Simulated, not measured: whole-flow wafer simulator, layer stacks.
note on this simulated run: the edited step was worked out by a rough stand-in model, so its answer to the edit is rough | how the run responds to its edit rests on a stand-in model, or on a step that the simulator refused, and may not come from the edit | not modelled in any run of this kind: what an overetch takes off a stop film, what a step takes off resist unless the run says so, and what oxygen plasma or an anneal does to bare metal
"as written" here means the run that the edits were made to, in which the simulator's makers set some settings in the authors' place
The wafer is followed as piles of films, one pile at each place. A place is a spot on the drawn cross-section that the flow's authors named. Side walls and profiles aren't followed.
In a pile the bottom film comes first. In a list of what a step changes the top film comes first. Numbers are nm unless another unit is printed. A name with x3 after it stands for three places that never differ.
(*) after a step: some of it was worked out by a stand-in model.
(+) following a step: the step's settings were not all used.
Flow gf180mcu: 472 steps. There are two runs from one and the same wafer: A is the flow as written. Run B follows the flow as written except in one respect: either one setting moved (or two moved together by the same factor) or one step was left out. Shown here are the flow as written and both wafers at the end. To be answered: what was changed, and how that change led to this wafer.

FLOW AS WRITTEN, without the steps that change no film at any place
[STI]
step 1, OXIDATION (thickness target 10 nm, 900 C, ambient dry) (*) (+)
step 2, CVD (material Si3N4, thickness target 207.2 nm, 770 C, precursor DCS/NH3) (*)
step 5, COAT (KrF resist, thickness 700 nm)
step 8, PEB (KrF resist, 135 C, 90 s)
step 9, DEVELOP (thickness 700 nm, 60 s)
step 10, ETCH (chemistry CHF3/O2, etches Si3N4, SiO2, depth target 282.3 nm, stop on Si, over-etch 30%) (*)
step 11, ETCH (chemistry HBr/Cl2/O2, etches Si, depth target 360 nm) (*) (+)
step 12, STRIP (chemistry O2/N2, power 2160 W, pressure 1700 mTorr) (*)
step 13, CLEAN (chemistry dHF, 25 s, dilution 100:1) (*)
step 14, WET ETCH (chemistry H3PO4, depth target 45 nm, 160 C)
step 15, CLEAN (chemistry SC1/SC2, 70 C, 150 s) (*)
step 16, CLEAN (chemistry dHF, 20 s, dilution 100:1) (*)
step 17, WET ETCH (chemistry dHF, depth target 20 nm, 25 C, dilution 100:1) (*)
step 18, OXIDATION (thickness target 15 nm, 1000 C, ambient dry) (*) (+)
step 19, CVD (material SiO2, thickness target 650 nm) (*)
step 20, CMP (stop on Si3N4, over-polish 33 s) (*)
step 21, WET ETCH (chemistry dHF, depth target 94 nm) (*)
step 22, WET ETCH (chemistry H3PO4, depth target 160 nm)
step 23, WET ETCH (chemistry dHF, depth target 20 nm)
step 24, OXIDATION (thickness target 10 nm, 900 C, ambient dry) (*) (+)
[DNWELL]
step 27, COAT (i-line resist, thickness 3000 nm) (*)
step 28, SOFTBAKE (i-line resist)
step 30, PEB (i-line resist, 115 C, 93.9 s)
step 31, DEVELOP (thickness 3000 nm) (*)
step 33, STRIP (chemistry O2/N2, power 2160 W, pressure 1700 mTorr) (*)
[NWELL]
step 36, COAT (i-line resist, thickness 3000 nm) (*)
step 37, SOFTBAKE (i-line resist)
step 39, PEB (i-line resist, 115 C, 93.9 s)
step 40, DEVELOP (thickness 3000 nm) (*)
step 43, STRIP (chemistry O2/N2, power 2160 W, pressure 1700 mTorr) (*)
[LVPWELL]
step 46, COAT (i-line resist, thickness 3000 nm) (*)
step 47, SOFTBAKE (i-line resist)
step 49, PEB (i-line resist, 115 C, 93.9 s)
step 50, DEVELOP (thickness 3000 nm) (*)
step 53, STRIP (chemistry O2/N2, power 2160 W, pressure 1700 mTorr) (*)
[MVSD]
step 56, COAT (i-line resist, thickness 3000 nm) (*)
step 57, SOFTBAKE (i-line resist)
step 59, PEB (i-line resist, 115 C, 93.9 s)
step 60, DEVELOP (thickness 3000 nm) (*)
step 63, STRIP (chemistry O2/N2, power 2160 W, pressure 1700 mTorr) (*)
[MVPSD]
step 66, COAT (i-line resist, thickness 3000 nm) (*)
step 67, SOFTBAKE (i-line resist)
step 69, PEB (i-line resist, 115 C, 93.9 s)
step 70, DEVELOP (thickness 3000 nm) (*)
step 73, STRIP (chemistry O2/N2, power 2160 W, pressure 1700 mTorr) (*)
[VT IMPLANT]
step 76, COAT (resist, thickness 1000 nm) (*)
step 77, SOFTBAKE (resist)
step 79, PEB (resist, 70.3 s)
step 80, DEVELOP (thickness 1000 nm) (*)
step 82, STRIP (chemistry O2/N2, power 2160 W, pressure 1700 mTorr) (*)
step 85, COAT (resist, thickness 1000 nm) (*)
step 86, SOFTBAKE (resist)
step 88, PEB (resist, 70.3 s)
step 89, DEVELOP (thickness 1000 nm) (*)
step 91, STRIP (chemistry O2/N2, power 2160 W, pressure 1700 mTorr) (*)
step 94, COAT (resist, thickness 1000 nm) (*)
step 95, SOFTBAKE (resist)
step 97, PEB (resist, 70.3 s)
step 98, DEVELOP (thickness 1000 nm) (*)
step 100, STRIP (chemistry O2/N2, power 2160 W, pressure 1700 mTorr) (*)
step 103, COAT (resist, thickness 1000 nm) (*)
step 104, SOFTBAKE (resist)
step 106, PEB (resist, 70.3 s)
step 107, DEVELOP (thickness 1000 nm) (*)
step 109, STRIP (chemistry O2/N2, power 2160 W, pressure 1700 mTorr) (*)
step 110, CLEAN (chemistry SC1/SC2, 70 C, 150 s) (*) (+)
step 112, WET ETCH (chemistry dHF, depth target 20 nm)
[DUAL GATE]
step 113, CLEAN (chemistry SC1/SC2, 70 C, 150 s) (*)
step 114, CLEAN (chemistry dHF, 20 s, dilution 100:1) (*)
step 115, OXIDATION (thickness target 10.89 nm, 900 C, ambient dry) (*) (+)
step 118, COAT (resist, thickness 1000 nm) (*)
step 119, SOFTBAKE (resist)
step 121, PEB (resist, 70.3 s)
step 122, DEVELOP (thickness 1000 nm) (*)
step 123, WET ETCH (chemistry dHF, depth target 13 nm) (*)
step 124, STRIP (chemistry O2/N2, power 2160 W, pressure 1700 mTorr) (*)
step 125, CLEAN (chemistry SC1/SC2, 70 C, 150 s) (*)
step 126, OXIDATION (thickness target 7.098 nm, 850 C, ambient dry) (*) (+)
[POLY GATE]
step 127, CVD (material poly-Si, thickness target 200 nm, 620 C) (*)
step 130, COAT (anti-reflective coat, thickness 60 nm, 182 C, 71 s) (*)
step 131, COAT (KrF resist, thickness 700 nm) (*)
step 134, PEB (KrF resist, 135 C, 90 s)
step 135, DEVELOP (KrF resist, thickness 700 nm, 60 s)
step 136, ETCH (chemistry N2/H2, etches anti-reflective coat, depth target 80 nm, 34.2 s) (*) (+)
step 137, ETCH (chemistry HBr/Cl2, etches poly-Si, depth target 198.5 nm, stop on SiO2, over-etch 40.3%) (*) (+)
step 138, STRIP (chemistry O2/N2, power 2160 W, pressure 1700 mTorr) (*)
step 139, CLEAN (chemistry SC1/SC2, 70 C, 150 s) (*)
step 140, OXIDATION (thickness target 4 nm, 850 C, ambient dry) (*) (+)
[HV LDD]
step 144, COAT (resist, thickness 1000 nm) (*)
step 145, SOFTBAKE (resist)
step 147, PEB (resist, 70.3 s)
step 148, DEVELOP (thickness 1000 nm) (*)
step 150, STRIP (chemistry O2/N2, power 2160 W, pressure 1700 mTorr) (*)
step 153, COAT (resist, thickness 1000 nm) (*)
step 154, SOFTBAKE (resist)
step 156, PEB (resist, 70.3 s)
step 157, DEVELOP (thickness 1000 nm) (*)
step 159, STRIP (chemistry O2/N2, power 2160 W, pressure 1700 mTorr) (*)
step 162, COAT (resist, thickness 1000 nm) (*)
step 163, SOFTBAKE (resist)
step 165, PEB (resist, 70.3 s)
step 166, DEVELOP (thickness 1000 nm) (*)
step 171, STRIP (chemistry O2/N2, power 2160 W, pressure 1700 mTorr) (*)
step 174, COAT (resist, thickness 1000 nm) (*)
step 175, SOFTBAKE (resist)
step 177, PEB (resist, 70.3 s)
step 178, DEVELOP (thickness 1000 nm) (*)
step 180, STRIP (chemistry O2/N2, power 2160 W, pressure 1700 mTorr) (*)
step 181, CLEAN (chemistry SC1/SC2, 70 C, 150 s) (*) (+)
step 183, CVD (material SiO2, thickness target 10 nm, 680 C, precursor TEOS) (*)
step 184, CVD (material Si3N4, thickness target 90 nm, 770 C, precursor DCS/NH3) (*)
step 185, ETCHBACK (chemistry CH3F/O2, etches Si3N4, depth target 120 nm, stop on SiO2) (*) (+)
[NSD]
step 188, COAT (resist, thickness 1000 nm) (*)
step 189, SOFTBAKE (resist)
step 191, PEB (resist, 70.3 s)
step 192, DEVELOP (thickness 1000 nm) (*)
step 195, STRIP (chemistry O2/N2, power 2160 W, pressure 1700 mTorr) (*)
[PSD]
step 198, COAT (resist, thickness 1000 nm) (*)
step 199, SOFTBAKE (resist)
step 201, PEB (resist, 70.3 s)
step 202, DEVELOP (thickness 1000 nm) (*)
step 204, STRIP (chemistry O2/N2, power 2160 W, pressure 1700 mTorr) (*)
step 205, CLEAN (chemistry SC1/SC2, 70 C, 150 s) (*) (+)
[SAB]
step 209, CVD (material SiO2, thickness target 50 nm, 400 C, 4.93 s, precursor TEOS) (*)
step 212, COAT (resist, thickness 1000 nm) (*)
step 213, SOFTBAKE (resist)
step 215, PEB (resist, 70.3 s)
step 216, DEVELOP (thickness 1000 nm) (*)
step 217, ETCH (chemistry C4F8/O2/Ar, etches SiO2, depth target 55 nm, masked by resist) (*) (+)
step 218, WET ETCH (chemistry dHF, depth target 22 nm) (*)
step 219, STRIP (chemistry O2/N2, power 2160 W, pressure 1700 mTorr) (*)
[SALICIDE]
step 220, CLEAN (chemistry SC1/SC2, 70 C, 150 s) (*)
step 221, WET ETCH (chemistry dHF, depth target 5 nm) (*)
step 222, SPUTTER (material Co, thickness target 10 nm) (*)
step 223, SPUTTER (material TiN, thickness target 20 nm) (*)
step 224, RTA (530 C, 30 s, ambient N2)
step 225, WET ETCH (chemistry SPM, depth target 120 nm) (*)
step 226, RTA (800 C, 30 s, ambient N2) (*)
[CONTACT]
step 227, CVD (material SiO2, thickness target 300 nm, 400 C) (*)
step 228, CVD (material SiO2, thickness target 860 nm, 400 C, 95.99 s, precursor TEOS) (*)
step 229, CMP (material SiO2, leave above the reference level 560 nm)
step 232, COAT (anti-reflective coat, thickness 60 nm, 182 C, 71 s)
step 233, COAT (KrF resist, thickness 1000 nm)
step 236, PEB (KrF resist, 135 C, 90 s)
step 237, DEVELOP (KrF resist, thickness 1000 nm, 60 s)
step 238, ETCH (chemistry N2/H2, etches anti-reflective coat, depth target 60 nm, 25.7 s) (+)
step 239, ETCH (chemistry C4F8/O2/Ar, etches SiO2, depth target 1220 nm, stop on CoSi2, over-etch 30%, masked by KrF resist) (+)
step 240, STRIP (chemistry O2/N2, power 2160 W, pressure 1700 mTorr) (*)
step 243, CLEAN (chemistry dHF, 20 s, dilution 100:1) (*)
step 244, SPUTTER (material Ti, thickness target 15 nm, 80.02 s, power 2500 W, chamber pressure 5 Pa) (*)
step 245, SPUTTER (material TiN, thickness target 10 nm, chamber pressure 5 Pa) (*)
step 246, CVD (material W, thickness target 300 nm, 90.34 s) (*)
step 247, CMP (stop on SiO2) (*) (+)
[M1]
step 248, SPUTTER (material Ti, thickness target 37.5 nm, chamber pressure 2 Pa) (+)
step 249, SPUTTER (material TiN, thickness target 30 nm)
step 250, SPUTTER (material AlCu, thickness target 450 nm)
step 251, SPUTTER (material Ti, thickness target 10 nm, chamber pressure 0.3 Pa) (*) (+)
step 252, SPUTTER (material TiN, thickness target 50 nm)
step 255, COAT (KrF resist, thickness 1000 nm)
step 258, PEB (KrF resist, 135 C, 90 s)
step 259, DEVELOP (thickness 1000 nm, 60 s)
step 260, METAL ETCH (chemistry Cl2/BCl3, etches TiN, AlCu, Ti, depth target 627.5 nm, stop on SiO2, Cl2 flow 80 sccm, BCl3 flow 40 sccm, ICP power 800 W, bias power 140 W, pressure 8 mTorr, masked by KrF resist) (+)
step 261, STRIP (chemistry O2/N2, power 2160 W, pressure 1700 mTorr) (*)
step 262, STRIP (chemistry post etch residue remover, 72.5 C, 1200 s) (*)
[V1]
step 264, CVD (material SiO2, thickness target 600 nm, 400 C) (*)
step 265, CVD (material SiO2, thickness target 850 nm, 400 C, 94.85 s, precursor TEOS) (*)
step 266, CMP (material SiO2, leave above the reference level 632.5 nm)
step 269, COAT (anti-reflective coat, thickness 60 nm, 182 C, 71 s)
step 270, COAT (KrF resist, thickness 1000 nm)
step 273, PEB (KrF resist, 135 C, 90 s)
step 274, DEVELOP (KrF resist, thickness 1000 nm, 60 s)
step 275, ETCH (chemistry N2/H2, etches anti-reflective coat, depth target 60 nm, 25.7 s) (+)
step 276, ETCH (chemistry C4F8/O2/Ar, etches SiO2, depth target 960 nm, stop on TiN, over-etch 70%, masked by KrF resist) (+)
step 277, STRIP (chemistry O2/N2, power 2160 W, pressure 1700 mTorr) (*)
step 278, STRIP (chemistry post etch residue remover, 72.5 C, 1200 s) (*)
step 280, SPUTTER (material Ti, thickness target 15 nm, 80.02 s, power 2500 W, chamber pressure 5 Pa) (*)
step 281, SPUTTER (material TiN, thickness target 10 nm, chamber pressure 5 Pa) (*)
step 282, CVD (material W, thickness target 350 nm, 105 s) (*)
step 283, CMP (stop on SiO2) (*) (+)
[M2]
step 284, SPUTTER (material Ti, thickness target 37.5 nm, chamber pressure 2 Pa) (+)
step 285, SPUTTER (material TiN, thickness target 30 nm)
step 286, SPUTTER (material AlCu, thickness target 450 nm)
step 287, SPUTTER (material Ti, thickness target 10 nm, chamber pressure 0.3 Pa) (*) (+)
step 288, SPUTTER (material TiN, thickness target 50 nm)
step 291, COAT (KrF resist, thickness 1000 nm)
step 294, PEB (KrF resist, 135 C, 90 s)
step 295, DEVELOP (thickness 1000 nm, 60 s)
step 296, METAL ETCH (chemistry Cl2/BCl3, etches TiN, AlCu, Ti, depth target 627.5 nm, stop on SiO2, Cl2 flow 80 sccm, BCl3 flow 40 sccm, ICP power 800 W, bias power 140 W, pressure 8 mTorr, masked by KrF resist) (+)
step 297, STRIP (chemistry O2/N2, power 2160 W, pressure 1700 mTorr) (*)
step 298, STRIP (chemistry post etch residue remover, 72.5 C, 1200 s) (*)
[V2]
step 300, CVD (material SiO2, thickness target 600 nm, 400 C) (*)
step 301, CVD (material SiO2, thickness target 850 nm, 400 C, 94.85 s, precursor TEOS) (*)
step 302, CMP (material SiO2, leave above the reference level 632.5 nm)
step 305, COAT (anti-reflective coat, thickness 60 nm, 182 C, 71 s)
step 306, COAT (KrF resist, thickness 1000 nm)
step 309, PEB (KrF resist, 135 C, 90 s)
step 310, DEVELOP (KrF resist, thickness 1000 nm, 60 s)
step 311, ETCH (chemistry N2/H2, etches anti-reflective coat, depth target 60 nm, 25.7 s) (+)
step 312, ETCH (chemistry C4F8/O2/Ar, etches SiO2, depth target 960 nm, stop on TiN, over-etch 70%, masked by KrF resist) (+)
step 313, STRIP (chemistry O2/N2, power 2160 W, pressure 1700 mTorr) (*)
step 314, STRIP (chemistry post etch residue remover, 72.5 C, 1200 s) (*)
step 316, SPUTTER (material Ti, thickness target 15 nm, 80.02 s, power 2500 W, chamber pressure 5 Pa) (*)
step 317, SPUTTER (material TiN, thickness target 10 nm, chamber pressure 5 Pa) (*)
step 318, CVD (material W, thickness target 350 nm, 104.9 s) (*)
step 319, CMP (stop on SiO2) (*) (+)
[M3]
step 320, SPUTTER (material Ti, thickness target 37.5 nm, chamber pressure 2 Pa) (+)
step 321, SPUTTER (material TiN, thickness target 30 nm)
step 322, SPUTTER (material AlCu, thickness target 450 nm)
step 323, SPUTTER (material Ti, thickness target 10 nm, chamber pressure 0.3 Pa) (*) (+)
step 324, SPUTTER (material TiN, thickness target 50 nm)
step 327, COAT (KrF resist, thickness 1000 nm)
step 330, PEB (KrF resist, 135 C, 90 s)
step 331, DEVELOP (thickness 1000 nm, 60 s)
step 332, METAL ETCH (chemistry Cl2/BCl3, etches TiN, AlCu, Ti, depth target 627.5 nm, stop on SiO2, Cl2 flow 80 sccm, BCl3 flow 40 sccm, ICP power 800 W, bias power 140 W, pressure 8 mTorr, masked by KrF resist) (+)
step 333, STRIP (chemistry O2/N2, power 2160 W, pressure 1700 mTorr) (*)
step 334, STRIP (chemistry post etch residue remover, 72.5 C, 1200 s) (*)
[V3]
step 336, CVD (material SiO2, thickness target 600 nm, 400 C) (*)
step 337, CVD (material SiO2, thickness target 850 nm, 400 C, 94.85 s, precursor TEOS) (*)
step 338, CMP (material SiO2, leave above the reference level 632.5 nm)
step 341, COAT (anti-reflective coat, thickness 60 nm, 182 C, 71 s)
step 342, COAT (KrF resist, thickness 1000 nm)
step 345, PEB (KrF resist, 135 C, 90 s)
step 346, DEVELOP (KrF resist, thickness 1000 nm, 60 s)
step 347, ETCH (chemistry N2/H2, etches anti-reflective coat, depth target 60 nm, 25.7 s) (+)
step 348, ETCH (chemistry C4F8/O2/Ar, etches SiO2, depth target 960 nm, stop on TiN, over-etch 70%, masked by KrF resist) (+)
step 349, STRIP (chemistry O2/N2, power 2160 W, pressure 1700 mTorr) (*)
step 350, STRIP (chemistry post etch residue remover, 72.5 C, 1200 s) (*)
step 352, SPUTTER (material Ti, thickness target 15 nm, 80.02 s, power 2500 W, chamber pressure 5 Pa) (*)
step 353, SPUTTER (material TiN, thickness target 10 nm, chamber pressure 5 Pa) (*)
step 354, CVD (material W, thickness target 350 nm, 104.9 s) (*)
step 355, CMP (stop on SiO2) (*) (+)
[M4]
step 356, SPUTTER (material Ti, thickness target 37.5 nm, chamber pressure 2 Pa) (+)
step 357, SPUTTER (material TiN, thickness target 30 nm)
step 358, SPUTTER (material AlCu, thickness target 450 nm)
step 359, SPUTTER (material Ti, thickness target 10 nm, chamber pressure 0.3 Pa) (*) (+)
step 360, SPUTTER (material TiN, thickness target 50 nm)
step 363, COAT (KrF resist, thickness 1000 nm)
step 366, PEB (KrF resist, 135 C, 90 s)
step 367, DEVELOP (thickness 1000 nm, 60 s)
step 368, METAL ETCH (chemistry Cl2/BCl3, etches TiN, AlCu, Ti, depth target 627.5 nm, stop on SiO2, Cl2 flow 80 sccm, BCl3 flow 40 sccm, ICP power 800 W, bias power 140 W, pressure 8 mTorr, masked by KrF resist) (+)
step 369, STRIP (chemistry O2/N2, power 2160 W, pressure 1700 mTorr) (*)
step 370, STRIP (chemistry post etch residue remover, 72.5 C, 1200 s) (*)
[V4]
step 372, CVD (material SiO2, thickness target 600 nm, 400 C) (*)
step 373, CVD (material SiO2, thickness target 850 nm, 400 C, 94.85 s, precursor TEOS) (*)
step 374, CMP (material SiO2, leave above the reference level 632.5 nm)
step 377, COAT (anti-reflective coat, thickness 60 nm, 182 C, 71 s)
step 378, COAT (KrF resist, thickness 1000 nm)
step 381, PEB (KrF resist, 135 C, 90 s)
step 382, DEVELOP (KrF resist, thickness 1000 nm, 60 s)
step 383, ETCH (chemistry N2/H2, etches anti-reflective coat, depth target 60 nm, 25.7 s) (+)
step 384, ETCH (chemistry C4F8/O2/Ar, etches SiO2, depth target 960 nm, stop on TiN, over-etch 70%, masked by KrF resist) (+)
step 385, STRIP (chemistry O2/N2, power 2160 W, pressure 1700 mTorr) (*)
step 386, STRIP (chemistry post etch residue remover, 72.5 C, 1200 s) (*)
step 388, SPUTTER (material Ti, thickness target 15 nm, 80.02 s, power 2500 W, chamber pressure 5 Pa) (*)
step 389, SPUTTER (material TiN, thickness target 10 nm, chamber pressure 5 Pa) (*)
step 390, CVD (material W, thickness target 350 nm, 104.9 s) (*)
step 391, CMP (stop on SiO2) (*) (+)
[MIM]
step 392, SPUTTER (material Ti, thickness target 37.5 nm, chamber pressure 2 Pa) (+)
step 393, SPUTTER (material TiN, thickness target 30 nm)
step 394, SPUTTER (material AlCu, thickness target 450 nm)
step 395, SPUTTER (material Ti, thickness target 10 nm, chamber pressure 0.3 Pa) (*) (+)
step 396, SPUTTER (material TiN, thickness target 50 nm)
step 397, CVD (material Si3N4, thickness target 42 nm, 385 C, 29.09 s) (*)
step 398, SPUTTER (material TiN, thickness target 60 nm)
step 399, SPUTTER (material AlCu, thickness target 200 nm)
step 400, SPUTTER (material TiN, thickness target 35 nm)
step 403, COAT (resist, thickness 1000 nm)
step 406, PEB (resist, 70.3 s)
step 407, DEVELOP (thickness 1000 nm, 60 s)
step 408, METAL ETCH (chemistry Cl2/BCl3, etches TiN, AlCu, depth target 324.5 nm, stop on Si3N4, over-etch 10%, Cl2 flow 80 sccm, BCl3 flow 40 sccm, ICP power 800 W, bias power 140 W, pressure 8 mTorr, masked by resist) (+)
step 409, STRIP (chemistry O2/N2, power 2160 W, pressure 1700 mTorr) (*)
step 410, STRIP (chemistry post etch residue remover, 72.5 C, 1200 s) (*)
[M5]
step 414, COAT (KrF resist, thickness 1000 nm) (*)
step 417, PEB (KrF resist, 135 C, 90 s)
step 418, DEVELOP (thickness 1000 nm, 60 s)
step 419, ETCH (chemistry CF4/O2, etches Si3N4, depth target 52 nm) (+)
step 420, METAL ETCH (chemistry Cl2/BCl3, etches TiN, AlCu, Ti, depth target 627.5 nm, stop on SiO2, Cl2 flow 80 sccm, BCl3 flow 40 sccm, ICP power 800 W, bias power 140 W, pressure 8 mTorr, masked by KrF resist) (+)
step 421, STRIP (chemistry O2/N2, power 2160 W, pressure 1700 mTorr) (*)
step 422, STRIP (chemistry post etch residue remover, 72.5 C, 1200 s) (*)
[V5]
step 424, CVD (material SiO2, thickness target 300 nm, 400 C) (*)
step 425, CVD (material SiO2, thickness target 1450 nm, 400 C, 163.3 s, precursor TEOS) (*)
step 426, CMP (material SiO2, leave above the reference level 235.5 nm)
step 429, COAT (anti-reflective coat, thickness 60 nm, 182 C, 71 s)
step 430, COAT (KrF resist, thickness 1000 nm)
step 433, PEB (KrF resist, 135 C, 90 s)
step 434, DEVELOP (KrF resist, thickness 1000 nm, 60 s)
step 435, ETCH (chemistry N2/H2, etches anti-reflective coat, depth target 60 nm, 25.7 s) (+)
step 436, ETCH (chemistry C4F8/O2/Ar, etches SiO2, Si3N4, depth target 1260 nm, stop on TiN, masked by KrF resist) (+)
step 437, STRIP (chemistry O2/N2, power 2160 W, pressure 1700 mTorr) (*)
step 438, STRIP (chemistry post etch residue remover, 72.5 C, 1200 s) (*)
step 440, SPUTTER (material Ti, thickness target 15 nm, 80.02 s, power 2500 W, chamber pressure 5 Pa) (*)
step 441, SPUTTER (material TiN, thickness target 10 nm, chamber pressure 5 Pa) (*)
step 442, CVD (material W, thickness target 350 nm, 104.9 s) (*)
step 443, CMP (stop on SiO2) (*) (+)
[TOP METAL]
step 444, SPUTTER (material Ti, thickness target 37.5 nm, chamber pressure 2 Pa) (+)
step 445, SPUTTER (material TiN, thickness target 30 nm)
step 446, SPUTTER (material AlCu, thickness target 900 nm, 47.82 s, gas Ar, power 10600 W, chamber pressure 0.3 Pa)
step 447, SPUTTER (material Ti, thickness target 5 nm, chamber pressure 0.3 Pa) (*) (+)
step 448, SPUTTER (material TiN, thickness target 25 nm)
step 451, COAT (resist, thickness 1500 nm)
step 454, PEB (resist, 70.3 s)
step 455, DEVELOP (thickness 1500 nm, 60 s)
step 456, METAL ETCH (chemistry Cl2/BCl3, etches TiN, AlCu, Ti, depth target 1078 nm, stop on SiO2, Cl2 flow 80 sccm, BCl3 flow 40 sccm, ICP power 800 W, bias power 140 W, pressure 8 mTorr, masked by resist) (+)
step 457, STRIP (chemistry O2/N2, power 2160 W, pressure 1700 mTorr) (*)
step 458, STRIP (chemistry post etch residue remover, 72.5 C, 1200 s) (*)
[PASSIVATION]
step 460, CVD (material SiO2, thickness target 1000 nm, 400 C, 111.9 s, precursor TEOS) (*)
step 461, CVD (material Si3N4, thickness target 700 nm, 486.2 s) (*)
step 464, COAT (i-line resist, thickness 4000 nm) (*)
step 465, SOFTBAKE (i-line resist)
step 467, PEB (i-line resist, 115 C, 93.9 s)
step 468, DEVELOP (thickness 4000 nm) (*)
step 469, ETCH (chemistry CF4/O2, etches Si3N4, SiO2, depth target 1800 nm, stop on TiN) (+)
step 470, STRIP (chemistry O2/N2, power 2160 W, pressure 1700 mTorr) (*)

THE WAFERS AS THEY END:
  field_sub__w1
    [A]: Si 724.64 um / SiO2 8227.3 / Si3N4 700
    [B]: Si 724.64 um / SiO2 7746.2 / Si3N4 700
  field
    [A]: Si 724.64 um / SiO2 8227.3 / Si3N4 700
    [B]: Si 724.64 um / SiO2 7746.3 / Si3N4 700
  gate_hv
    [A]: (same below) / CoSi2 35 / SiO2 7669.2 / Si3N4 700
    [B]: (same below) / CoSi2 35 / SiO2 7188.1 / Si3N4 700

Cause: step 460, CVD: thickness target 510 nm was run, though the flow has thickness target 1000 nm; step 460, CVD: 57.09 s was run, where the flow has 111.9 s.

Step by step, how the change led to this:
  step 460, CVD (material SiO2, thickness target 1000 nm, 400 C, 111.9 s, precursor TEOS) (*)
      field, field__w1, field__w2 and 103 more: A SiO2 gains 1000 | B SiO2 gains 519
      field__w8, contact, m1, m1__w1, pad, m1_nw: A SiO2 gains 1000 (new film) | B SiO2 gains 519 (new film)
  step 465, SOFTBAKE (i-line resist)
      gate: A i-line resist gains 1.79 | B i-line resist loses 0.38
      field__w11, field__w13: A i-line resist gains 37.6 | B i-line resist gains 30.8
      (and at 58 other places as well)
  step 469, ETCH (chemistry CF4/O2, etches Si3N4, SiO2, depth target 1800 nm, stop on TiN) (+)
      pad: A Si3N4 loses 700 (all of it), SiO2 loses 1000 (all of it) | B Si3N4 loses 700 (all of it), SiO2 loses 519 (all of it)
